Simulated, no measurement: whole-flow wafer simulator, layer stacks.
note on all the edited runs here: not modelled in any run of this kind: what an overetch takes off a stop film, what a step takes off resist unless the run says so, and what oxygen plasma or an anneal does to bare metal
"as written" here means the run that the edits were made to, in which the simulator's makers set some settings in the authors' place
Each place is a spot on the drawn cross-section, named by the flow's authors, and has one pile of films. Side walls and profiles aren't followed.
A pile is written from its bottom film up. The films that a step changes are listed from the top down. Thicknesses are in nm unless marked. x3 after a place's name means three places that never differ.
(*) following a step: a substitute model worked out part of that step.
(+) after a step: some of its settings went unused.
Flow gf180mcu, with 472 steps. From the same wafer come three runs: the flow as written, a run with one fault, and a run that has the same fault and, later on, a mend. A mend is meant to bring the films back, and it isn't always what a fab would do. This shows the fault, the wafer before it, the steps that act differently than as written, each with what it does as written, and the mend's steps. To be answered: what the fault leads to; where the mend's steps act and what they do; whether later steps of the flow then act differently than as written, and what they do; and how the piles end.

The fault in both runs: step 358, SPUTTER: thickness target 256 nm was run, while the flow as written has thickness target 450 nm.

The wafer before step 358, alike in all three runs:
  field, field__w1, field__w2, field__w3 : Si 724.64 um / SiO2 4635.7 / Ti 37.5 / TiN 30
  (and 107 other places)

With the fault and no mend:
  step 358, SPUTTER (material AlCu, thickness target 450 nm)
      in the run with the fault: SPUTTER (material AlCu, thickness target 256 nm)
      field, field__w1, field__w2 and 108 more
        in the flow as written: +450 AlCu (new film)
        in the run with the fault: +256 AlCu (new film)
  Steps further on in the flow that do not act as written:
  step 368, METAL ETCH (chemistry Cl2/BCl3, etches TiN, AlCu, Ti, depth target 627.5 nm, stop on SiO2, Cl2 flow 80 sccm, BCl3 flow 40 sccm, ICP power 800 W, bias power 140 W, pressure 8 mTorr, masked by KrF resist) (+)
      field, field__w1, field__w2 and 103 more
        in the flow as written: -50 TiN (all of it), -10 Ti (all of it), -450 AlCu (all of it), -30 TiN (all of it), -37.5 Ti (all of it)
        in the run with the fault: -50 TiN (all of it), -10 Ti (all of it), -256 AlCu (all of it), -30 TiN (all of it), -37.5 Ti (all of it)
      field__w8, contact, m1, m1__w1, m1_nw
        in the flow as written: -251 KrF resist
        in the run with the fault: -230.1 KrF resist
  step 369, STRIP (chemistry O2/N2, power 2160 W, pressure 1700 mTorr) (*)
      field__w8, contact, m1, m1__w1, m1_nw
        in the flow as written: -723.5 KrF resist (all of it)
        in the run with the fault: -744.4 KrF resist (all of it)
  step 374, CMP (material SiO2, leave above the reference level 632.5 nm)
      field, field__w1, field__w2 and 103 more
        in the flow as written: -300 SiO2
        in the run with the fault: -494 SiO2
  By the end, the piles at field, field__w1, field__w2 and 109 more depart from the flow's by more than 2% or 0.5 nm, whichever is larger.
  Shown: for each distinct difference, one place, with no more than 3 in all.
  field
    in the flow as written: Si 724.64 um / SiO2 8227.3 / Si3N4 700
    in the run with the fault: Si 724.64 um / SiO2 8033.3 / Si3N4 700
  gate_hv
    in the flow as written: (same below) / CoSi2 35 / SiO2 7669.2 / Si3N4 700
    in the run with the fault: (same below) / CoSi2 35 / SiO2 7475.2 / Si3N4 700
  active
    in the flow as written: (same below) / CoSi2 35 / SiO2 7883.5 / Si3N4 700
    in the run with the fault: (same below) / CoSi2 35 / SiO2 7689.5 / Si3N4 700

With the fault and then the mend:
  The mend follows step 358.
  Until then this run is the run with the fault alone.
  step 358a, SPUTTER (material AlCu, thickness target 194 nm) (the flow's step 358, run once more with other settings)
      field, field__w1, field__w2 and 108 more
        +194 AlCu
  Every later step of the flow that is run acts as written at every place that is followed.
  By the end, the piles equal the flow's at every place that both follow.
